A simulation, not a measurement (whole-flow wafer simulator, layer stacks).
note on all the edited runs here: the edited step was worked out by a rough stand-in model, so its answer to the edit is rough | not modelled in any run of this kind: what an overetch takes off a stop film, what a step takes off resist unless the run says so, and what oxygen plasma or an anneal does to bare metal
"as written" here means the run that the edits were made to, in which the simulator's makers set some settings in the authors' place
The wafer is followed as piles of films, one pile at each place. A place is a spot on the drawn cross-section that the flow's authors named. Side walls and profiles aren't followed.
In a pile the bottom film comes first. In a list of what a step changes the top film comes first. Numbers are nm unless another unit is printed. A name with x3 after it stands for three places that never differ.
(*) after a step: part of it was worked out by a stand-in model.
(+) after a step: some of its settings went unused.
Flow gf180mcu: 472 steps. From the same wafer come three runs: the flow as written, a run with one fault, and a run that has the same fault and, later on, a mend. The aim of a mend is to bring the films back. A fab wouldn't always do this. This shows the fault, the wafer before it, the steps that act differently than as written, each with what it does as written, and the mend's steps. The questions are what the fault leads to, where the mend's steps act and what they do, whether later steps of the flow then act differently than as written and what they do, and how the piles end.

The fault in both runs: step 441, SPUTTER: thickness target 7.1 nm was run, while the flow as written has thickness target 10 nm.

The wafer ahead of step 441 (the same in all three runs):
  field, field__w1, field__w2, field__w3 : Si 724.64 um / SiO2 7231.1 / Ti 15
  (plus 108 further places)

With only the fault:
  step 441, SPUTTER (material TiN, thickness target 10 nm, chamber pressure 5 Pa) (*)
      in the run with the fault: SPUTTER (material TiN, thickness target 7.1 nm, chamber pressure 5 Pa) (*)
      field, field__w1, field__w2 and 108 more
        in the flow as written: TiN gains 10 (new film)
        in the run with the fault: TiN gains 7.1 (new film)
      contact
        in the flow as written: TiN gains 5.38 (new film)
        in the run with the fault: TiN gains 3.83 (new film)
  Steps further on in the flow that do not act as written (not shown: 1 more step that differs only slightly, by at most 2% or 0.5 nm, whichever is larger):
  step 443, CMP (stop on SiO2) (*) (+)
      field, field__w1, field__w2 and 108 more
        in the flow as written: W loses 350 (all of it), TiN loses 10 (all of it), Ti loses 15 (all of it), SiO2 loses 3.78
        in the run with the fault: W loses 350 (all of it), TiN loses 7.1 (all of it), Ti loses 15 (all of it), SiO2 loses 3.75
  The piles end different from the flow's at contact by more than 2% or 0.5 nm, whichever is larger.
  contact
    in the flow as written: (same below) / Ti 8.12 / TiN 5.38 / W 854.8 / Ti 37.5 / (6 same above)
    in the run with the fault: (same below) / Ti 8.12 / TiN 3.83 / W 856.4 / Ti 37.5 / (6 same above)

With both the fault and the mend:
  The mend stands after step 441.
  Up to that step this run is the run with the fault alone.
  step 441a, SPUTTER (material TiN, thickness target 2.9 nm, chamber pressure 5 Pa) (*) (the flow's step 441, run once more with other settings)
      field, field__w1, field__w2 and 108 more
        TiN gains 2.9
      contact
        TiN gains 1.56
  Every later step of the flow that is run acts as written at every place that is followed.
  The piles end the same as the flow's at every place that both follow.
